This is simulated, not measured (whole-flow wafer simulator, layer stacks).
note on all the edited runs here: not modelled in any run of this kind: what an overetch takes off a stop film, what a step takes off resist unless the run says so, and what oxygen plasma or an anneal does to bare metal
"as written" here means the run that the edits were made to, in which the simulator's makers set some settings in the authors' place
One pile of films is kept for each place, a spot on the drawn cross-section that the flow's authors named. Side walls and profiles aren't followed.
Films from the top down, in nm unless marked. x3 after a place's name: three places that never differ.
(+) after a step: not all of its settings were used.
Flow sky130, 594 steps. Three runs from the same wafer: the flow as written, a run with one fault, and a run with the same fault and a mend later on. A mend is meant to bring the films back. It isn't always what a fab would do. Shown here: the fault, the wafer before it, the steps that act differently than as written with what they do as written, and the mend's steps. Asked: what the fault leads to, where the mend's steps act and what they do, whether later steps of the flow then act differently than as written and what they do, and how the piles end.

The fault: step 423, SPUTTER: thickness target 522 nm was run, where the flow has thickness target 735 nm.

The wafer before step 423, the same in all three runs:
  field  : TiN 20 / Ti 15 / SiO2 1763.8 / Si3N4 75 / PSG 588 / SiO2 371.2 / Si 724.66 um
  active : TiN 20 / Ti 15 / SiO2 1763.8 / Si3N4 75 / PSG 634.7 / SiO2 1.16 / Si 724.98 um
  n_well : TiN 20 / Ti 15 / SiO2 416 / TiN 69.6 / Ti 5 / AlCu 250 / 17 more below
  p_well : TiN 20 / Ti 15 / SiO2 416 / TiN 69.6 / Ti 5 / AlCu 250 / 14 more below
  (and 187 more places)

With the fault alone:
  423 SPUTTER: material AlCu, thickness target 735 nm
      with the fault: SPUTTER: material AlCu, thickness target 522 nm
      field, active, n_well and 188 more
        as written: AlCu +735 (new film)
        with the fault: AlCu +522 (new film)
  Later steps of the flow that act differently than as written (9 more steps differ only slightly, by at most 2% or 0.5 nm, whichever is larger, and aren't shown):
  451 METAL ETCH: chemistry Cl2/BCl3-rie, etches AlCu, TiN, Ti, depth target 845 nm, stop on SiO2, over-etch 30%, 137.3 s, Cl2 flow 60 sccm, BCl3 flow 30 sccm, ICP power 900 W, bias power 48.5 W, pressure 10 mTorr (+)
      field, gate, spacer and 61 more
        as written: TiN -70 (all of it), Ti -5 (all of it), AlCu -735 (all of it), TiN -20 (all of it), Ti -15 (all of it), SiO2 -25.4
        with the fault: TiN -70 (all of it), Ti -5 (all of it), AlCu -522 (all of it), TiN -20 (all of it), Ti -15 (all of it), SiO2 -46.6
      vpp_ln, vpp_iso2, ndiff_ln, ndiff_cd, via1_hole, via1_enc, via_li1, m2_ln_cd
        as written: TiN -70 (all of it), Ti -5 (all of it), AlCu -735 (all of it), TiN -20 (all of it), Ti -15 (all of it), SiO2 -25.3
        with the fault: TiN -70 (all of it), Ti -5 (all of it), AlCu -522 (all of it), TiN -20 (all of it), Ti -15 (all of it), SiO2 -46.6
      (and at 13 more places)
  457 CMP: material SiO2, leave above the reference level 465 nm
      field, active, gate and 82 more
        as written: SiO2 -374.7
        with the fault: SiO2 -566.3
  At the end the piles differ from the flow's by more than 2% or 0.5 nm, whichever is larger, at field, active, n_well and 190 more.
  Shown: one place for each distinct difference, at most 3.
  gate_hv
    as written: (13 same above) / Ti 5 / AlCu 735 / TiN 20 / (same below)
    with the fault: (13 same above) / Ti 5 / AlCu 522 / TiN 20 / (same below)
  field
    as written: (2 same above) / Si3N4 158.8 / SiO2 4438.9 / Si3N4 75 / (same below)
    with the fault: (2 same above) / Si3N4 158.8 / SiO2 4225.9 / Si3N4 75 / (same below)
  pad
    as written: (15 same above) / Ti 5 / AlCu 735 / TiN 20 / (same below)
    with the fault: (15 same above) / Ti 5 / AlCu 522 / TiN 20 / (same below)

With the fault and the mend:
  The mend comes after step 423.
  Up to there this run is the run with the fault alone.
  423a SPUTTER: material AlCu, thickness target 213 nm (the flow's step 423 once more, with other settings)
      field, active, n_well and 188 more
        AlCu +213
  No later step of the flow acts differently than as written at any place that is followed.
  At the end the piles are the same as the flow's at every place that both follow.
